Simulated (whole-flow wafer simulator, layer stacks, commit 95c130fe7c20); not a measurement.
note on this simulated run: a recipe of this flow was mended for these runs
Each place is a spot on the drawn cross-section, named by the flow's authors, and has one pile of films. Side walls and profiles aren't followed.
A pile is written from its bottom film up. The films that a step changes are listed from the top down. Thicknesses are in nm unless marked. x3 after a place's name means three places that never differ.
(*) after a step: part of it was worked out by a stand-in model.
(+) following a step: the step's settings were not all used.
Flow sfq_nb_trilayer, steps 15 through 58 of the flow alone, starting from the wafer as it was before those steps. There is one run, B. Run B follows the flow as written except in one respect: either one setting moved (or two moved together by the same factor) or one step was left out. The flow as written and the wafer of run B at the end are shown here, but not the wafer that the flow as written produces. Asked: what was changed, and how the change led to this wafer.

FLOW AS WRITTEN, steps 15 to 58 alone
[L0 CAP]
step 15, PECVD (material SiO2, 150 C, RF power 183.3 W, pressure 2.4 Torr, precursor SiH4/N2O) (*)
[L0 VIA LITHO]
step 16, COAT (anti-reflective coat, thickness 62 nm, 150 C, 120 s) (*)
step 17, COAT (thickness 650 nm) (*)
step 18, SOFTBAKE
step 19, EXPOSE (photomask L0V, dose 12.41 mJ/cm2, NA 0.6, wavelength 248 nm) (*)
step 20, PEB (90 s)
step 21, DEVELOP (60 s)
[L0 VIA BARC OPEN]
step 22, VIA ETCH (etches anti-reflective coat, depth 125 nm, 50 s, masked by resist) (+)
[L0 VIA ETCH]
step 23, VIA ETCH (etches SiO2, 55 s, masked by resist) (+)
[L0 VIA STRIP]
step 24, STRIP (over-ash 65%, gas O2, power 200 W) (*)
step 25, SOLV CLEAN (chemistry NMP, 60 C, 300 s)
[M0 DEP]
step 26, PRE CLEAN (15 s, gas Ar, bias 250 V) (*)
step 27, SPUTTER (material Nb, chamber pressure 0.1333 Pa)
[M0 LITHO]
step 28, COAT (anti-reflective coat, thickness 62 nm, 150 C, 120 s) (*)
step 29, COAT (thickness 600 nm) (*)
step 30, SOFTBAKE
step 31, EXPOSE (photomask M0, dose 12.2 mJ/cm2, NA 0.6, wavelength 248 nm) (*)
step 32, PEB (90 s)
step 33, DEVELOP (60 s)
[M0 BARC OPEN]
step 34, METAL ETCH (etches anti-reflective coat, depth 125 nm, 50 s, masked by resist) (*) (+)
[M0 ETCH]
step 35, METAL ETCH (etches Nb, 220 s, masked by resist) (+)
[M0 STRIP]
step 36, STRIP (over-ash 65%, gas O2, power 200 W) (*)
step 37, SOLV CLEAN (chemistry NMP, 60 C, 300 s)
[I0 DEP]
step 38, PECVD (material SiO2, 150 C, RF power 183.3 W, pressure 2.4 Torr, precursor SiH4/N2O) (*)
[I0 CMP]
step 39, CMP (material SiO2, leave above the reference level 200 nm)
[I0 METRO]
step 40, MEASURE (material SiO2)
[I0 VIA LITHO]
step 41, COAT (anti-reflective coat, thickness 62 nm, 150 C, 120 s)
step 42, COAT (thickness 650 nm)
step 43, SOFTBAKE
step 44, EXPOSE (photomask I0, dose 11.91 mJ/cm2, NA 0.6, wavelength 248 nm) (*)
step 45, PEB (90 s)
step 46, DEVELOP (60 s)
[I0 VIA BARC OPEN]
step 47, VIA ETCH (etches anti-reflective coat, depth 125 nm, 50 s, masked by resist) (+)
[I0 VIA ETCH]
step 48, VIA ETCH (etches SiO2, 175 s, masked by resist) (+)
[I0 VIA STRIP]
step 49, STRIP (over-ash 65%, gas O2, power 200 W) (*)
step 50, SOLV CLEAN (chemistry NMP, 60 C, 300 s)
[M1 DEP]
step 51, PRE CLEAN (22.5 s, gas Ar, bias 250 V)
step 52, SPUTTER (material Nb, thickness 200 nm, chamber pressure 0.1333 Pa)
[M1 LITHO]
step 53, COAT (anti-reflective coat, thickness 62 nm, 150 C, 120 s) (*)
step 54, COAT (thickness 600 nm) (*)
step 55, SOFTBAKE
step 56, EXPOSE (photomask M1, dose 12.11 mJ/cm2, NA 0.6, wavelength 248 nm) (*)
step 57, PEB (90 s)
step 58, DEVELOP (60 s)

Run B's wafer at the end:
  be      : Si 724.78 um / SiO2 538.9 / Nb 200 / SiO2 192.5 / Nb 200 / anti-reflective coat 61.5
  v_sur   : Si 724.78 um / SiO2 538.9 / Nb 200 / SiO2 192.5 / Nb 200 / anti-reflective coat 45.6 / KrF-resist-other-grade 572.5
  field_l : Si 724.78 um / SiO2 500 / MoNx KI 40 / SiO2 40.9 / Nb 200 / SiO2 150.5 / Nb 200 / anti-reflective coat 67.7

The reason: step 15, PECVD: RF power 118.7 W was run, whereas the flow has RF power 183.3 W.

The path from the change to this, step by step:
  step 15, PECVD (material SiO2, 150 C, RF power 183.3 W, pressure 2.4 Torr, precursor SiH4/N2O) (*)
      v_sur, via_wl, via_w and 97 more: +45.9 SiO2 (in the flow as written it would be: +60 SiO2)
      field_l, l0_sur, l0v, l0r_line_l, l0r_line_c, l0r_line_r: +45.9 SiO2 (new film) (in the flow as written it would be: +60 SiO2 (new film))
  step 23, VIA ETCH (etches SiO2, 55 s, masked by resist) (+)
      l0v: -45.6 SiO2 (all of it), -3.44 MoNx KI (in the flow as written it would be: -59.7 SiO2 (all of it), -2.03 MoNx KI)
  step 28, COAT (anti-reflective coat, thickness 62 nm, 150 C, 120 s) (*)
      l0_sur: +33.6 anti-reflective coat (new film) (in the flow as written it would be: +29.3 anti-reflective coat (new film))
      l0v: +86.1 anti-reflective coat (new film) (in the flow as written it would be: +92.5 anti-reflective coat (new film))
  step 36, STRIP (over-ash 65%, gas O2, power 200 W) (*)
      l0_sur: -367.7 KrF-resist-other-grade (all of it), -33.6 anti-reflective coat (all of it) (in the flow as written it would be: -370 KrF-resist-other-grade (all of it), -29.3 anti-reflective coat (all of it))
      l0v: -368.3 KrF-resist-other-grade (all of it), -86.1 anti-reflective coat (all of it) (in the flow as written it would be: -374.1 KrF-resist-other-grade (all of it), -92.5 anti-reflective coat (all of it))
  step 39, CMP (material SiO2, leave above the reference level 200 nm)
      l0v: -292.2 SiO2 (in the flow as written it would be: -277.4 SiO2)
